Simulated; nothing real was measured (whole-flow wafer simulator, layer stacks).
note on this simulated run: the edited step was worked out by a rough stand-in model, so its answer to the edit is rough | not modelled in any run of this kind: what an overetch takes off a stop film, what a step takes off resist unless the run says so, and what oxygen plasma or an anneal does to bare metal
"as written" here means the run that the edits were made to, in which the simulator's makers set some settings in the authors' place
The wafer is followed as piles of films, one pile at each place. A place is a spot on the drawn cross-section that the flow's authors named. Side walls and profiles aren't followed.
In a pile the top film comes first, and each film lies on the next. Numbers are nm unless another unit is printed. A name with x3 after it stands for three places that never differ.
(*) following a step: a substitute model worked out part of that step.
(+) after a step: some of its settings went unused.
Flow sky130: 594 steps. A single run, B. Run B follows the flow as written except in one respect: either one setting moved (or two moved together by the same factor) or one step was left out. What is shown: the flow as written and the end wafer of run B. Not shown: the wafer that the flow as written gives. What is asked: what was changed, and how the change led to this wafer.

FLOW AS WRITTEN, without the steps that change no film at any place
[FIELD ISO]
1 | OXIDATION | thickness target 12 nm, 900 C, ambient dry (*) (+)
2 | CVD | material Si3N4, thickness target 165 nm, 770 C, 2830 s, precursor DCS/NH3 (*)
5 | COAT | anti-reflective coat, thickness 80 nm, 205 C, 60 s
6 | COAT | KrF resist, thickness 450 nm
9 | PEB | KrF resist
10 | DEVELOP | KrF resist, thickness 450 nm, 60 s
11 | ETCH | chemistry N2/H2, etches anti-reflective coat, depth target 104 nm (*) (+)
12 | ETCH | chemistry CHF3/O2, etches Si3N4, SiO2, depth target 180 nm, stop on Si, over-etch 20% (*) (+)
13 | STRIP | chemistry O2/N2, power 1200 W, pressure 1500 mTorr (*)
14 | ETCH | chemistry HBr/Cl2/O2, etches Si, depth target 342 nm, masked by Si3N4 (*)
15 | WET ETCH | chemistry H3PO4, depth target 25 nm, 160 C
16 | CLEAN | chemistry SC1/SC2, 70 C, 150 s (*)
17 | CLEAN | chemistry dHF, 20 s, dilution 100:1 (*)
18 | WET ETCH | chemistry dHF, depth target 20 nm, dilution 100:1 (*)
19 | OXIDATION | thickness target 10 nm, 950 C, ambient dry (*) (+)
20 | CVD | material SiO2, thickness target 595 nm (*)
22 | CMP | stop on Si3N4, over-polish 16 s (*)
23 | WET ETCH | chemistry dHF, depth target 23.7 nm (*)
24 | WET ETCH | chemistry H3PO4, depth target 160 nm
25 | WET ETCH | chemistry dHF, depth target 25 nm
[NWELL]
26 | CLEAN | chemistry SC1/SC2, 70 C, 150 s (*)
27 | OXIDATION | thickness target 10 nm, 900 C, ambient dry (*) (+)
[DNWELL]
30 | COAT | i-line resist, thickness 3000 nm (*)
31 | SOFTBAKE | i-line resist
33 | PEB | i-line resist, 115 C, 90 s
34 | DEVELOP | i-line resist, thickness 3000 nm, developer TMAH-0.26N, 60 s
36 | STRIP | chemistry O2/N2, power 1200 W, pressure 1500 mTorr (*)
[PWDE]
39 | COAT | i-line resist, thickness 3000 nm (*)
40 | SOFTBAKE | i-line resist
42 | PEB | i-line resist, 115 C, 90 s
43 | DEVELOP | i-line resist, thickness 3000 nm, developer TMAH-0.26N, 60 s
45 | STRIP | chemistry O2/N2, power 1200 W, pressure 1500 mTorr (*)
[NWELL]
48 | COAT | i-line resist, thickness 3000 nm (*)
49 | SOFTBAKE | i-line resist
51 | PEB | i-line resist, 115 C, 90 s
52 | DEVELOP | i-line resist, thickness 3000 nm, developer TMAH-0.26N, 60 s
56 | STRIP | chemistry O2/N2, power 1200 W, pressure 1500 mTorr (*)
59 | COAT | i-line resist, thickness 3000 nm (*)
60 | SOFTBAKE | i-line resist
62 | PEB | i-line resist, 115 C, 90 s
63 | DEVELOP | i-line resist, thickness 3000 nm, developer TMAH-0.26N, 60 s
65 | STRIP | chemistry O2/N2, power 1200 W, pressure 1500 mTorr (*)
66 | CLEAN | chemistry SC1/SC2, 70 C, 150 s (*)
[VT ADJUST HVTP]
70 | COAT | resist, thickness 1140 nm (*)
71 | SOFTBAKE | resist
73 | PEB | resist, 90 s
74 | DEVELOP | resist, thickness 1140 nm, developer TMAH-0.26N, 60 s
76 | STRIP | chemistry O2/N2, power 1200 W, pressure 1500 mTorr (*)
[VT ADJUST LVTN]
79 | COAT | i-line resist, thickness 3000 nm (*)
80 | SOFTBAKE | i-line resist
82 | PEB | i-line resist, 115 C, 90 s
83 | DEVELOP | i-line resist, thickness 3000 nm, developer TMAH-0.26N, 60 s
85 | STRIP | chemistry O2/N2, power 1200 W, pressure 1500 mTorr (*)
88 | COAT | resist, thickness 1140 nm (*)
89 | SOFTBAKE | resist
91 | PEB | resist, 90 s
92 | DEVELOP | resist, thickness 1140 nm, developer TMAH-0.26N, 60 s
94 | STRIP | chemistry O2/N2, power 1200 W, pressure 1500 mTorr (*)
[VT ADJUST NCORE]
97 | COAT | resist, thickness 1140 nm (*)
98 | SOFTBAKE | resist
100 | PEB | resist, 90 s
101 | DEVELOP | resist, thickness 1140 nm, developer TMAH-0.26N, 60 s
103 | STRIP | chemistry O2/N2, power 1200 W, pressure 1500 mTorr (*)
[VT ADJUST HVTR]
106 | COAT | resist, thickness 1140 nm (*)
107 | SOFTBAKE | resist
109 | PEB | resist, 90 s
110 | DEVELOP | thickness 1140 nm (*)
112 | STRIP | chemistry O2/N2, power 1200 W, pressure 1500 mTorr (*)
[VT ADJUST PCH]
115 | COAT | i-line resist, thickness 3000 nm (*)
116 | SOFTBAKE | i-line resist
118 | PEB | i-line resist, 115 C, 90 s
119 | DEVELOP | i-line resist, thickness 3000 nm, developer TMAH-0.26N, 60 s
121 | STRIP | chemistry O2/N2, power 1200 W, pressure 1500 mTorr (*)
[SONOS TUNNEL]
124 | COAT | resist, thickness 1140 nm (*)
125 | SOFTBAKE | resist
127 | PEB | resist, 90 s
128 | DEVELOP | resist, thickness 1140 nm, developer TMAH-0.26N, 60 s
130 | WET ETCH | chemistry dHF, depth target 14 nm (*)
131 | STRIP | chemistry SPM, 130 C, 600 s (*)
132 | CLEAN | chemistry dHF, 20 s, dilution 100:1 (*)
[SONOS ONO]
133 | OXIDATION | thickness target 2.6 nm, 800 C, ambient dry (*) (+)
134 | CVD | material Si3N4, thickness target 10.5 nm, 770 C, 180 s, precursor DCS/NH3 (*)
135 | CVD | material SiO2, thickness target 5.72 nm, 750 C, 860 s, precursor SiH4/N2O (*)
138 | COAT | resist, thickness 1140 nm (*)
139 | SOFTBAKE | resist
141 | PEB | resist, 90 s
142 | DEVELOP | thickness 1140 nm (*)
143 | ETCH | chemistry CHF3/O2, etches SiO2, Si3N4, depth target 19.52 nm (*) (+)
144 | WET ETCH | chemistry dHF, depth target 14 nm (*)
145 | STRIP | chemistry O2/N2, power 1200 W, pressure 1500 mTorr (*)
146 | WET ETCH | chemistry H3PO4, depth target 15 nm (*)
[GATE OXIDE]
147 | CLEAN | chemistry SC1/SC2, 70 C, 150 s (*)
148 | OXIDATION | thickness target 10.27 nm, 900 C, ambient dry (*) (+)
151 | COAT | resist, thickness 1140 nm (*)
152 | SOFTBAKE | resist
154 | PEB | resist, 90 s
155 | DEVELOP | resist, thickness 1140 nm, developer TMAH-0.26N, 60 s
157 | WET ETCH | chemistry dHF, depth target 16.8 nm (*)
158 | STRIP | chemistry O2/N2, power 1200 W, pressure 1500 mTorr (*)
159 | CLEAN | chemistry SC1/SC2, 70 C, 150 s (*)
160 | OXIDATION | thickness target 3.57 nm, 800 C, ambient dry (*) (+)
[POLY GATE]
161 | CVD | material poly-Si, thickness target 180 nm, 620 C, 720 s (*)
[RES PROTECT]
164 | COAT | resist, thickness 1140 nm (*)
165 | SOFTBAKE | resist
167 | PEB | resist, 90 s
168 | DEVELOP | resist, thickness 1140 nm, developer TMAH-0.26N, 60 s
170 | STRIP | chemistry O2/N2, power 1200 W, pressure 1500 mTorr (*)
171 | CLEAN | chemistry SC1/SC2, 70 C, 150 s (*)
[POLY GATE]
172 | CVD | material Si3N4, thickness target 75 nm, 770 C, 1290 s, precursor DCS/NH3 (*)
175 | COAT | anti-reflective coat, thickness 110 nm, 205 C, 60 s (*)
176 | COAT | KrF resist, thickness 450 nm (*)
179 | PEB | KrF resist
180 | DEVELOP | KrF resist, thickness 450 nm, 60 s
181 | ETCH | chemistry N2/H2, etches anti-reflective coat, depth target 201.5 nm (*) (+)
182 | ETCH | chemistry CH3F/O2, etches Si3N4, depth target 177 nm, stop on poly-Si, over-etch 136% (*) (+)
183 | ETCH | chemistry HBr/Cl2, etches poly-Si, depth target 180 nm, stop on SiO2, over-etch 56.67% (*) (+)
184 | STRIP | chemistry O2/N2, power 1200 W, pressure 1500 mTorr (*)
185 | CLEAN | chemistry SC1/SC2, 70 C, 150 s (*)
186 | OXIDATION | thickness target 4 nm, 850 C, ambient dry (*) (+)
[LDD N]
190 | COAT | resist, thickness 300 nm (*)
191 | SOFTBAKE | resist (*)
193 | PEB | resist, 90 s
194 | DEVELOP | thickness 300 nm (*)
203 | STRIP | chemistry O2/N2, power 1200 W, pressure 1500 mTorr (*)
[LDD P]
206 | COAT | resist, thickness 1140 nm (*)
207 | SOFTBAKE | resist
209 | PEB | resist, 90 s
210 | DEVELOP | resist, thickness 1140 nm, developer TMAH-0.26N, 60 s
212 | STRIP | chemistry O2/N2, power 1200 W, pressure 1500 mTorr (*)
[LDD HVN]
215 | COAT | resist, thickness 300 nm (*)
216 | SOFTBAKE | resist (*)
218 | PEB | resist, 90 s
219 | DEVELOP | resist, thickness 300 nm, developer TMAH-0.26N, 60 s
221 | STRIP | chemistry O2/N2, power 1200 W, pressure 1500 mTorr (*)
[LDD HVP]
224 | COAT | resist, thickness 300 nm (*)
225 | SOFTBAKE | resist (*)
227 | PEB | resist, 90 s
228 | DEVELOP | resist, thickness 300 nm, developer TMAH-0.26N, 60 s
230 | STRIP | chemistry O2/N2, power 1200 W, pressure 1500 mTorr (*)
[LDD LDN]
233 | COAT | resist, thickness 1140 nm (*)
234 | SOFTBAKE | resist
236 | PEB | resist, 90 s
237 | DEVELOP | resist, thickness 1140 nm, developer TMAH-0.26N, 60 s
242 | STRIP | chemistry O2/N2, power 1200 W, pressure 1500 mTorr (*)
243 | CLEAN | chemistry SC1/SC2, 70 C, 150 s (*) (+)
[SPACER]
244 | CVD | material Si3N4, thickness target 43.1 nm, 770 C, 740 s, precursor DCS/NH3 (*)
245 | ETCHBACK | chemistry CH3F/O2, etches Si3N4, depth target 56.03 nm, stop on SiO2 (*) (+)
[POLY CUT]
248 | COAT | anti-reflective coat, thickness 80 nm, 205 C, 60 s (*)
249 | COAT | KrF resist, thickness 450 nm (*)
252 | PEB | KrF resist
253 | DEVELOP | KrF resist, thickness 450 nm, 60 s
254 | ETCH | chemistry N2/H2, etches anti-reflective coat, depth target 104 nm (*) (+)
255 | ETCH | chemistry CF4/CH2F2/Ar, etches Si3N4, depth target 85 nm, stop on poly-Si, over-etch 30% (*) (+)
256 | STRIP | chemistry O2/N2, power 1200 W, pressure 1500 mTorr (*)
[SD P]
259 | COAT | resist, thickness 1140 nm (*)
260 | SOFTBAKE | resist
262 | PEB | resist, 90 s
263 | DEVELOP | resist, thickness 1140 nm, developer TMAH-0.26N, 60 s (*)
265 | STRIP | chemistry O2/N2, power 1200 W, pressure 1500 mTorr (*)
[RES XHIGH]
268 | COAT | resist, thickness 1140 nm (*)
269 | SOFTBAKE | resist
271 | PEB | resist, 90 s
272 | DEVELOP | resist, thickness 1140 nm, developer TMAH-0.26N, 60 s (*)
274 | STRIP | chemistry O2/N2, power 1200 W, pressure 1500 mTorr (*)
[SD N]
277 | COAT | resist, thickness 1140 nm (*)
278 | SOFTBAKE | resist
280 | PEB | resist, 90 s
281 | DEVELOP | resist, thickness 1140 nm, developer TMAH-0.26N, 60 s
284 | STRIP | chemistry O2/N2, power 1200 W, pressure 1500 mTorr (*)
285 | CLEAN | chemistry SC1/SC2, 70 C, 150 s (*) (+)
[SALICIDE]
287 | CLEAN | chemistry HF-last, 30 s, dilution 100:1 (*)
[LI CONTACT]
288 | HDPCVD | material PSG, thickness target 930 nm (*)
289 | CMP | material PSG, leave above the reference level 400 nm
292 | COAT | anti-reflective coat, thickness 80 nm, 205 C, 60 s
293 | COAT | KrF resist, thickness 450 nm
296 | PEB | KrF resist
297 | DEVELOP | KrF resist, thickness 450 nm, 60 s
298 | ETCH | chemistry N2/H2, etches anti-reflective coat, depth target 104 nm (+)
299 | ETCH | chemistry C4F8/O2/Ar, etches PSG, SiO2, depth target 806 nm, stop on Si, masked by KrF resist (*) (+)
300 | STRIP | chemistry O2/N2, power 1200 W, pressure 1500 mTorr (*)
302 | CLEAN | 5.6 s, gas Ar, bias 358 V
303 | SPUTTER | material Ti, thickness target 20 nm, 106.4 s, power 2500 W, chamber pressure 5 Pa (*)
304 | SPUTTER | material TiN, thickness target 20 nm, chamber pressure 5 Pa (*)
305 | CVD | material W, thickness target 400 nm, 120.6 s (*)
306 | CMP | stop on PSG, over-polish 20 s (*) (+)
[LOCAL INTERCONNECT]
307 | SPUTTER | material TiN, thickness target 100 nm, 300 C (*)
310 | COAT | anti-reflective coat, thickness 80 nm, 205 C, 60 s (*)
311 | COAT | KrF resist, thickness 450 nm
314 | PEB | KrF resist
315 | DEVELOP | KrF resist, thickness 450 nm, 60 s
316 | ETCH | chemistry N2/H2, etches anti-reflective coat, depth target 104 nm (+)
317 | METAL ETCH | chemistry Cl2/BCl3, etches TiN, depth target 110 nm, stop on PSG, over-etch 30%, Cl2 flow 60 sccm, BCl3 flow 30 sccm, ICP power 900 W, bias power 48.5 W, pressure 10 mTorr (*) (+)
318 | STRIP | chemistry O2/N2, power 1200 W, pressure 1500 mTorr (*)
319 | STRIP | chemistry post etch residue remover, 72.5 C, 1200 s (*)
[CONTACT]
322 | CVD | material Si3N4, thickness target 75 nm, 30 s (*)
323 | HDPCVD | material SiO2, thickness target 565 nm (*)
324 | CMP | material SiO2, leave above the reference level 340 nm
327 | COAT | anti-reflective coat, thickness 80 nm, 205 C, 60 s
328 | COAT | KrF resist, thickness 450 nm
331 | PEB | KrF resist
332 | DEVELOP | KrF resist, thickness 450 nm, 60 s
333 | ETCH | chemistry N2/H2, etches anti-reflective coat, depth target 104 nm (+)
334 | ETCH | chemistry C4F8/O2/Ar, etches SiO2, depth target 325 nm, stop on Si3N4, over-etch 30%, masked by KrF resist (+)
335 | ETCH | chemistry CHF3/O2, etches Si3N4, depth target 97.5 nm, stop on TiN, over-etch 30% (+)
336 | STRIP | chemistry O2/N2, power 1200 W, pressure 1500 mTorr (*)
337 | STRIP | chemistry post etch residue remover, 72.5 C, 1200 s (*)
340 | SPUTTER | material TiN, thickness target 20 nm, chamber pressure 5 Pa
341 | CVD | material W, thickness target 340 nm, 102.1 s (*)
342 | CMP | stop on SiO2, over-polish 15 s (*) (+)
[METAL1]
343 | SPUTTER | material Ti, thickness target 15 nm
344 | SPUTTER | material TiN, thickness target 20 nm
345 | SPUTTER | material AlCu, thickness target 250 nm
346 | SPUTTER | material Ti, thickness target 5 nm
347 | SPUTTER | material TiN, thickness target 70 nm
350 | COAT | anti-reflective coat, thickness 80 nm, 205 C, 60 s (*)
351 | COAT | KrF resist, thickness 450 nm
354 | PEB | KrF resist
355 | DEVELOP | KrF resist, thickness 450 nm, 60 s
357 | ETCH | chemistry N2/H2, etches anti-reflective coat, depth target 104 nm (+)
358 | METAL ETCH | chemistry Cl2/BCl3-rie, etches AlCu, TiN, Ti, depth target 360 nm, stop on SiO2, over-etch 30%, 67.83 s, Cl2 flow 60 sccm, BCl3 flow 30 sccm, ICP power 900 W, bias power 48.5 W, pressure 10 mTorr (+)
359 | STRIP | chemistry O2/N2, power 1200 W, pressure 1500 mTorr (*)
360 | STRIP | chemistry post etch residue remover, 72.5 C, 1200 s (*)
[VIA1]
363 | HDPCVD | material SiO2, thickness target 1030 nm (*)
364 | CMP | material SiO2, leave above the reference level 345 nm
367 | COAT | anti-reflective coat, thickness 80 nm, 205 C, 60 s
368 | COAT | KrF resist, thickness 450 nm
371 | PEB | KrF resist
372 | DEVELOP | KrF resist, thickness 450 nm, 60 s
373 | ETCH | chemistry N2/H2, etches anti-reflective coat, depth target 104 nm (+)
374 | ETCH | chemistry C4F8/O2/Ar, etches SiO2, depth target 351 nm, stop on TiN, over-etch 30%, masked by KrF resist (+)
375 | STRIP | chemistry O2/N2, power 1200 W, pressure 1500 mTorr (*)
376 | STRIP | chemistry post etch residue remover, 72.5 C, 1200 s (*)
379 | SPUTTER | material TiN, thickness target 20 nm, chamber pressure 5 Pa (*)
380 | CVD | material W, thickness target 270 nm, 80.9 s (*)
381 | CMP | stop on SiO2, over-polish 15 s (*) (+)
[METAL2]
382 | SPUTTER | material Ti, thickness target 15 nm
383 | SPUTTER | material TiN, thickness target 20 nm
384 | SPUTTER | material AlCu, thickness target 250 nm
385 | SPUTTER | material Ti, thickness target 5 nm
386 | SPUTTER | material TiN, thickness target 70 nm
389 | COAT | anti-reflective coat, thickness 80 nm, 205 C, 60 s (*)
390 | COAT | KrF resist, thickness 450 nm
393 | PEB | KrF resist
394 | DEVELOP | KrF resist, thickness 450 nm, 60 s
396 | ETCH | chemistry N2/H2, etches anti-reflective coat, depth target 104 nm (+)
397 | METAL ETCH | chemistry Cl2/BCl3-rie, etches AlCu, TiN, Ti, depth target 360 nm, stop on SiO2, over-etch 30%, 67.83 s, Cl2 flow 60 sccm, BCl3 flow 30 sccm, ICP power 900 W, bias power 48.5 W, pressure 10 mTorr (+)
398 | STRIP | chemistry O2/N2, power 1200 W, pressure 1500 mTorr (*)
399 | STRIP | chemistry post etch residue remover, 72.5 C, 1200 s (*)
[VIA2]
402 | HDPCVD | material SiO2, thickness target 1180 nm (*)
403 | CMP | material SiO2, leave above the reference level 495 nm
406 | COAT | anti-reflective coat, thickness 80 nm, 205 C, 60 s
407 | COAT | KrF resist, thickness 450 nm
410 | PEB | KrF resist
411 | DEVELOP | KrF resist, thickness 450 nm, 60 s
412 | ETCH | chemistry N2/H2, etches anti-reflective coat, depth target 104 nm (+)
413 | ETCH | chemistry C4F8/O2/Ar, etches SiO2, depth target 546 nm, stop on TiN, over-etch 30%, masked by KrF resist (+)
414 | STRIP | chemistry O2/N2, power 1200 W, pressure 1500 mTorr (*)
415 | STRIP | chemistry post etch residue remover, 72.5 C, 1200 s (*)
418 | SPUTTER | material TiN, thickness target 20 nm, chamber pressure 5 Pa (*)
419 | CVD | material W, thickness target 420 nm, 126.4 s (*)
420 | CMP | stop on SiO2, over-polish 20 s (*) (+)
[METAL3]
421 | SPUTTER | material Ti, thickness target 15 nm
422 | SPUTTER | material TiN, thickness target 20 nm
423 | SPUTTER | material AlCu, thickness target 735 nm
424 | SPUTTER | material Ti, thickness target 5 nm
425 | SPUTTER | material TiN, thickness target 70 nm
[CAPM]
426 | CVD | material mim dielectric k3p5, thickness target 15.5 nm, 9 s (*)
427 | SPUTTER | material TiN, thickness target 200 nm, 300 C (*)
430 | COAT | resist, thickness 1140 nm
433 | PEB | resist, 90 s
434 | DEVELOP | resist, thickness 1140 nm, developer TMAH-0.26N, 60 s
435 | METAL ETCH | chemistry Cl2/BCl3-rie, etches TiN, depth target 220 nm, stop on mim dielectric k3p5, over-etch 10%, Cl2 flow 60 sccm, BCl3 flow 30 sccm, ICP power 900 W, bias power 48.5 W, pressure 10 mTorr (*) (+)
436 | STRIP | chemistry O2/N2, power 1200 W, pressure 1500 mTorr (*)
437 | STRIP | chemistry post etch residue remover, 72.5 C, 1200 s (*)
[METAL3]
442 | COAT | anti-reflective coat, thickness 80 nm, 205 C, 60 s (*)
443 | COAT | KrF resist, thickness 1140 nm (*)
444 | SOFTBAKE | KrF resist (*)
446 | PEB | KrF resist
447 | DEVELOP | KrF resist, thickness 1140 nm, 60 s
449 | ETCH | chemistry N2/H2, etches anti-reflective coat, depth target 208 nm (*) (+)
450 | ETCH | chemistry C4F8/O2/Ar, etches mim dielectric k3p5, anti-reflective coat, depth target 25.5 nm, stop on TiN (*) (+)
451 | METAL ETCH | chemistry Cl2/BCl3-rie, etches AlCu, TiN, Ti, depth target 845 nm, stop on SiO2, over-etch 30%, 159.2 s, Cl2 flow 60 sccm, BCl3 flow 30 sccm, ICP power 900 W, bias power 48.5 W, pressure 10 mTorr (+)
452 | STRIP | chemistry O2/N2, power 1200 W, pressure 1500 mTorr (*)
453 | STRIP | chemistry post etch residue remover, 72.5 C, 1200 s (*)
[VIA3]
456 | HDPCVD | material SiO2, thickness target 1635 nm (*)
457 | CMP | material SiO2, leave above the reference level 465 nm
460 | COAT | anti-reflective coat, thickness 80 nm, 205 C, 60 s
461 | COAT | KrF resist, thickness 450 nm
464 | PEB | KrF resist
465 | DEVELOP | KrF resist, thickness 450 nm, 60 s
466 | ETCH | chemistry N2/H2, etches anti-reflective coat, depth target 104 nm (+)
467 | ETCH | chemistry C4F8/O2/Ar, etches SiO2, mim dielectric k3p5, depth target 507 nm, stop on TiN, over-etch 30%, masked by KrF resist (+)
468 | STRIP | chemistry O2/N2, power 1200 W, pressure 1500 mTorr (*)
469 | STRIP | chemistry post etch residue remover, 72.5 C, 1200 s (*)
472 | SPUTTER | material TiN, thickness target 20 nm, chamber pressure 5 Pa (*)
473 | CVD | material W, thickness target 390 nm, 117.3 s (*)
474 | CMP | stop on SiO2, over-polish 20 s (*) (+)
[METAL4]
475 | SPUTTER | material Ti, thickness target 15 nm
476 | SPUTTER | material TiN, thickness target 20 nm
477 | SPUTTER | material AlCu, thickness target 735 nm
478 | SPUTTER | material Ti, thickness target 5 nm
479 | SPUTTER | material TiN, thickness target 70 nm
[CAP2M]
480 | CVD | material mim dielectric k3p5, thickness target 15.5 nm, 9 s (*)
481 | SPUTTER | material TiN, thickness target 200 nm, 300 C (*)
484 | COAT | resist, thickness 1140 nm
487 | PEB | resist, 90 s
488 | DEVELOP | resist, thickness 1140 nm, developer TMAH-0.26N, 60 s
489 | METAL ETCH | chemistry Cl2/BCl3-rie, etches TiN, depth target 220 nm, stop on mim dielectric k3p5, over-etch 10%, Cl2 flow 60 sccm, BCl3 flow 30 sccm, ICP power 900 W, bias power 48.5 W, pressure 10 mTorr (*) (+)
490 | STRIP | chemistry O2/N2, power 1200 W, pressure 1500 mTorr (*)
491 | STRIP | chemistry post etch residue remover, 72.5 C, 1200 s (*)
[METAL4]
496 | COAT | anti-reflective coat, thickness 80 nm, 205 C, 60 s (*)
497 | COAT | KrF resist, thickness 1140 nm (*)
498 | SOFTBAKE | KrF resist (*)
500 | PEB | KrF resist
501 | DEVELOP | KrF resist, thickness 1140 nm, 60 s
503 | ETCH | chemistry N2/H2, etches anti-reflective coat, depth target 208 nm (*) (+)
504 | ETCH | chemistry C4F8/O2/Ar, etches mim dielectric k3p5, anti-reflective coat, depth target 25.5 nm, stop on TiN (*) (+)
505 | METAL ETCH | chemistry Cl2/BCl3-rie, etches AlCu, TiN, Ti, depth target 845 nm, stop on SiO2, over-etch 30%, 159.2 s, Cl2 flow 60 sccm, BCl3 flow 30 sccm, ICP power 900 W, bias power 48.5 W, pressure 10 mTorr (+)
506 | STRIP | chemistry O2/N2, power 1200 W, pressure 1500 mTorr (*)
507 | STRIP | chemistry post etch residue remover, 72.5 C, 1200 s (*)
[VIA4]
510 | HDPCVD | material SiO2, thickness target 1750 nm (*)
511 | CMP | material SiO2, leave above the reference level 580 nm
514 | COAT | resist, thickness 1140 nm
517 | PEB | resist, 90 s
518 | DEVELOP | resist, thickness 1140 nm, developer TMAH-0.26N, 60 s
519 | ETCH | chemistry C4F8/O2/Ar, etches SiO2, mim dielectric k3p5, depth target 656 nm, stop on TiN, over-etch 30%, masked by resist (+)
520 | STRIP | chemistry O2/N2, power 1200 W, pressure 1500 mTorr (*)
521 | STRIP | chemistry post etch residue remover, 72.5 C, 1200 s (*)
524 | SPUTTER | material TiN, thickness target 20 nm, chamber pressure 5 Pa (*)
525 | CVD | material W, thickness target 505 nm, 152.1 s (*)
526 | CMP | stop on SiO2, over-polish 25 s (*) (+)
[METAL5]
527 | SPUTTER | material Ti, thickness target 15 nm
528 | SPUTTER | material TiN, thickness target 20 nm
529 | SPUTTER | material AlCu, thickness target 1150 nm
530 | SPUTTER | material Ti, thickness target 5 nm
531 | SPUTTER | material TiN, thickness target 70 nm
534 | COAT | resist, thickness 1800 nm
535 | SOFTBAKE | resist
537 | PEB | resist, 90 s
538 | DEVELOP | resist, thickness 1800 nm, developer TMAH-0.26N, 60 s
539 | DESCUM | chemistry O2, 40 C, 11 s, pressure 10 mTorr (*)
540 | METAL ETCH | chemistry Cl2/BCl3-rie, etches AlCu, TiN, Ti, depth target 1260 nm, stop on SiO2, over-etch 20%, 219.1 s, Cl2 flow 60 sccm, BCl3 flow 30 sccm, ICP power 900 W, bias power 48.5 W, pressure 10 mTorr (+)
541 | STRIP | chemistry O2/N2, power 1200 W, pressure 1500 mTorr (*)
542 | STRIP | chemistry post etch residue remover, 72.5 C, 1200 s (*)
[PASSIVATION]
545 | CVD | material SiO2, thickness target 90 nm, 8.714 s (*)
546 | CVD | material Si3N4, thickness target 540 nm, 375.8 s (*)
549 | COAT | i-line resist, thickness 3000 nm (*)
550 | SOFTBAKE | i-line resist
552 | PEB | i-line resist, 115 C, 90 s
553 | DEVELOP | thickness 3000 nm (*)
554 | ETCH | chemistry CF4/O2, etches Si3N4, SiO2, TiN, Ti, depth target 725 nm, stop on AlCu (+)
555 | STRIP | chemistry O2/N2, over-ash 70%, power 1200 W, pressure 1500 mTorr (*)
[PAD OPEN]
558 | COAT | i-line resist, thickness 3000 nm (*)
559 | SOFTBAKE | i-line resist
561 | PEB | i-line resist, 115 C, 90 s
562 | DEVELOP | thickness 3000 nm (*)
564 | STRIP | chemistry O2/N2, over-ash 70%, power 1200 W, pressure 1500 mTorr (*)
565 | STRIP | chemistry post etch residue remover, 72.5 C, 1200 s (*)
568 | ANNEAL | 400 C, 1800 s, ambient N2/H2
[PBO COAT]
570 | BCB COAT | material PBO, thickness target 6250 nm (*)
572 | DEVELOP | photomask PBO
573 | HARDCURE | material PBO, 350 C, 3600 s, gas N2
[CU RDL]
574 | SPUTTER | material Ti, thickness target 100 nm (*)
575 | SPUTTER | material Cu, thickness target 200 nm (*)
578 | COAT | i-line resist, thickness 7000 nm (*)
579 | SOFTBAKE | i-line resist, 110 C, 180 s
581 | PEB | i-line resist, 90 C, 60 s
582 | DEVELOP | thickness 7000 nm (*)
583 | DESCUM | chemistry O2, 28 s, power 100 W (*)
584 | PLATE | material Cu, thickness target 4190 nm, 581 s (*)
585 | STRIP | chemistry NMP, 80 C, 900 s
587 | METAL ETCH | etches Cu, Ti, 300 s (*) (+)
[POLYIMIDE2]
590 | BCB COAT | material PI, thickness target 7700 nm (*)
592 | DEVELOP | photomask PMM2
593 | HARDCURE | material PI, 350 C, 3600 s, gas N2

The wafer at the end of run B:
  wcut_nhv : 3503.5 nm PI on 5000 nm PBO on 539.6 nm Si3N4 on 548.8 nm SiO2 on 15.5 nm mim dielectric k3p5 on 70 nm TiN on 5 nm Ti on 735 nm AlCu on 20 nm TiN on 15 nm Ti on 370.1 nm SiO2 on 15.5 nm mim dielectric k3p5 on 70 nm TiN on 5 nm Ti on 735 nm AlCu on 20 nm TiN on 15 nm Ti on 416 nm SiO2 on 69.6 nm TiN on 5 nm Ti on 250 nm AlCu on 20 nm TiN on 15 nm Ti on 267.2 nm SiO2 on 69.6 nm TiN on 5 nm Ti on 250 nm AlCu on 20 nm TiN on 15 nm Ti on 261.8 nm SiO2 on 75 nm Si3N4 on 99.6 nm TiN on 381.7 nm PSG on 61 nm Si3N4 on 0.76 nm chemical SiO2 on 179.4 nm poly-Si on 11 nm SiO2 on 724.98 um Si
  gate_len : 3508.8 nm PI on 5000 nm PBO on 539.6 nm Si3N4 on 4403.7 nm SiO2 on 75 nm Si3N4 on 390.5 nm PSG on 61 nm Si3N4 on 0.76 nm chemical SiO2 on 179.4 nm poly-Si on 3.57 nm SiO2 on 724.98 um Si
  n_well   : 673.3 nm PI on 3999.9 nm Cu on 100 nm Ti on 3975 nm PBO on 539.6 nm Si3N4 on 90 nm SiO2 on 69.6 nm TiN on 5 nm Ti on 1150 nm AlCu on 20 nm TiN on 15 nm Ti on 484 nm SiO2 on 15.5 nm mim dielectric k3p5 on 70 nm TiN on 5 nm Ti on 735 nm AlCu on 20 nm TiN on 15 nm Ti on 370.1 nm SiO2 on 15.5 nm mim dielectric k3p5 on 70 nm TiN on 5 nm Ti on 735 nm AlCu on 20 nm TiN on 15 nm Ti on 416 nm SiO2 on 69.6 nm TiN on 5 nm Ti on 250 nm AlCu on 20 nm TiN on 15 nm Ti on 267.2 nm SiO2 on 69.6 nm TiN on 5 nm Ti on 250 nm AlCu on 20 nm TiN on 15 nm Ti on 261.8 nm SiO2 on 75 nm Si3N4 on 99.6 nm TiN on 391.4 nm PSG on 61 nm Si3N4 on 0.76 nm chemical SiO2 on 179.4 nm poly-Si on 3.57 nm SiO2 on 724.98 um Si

What caused this: step 590, BCB COAT: thickness target 5390 nm was run, whereas the flow has thickness target 7700 nm.

How this came from the change, step by step:
  590 | BCB COAT | material PI, thickness target 7700 nm (*)
      de16_gate_nw: PI gains 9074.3 (new film) (as written it would have been: PI gains 11.5 um (new film))
      dice_street, wcut_nhv, wcut_phv and 14 more: PI gains 5390 (new film) (as written it would have been: PI gains 7700 (new film))
      (and at 175 other places as well)
  592 | DEVELOP | photomask PMM2
      pad: PI loses 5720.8 (all of it) (as written it would have been: PI loses 8030.8 (all of it))
  593 | HARDCURE | material PI, 350 C, 3600 s, gas N2
      dice_street, wcut_nhv, wcut_phv and 16 more: PI loses 1886.5 (as written it would have been: PI loses 2695)
      gate_p_lg05, gate_p_lg10, gate_len, gate_lvt_sd_len, gate_p_sd_len, gate_p_hvt_sd_len, gate_p_lvt_sd_len, gate_len_250: PI loses 1886.6 (as written it would have been: PI loses 2695.1)
      (and at 165 other places as well)
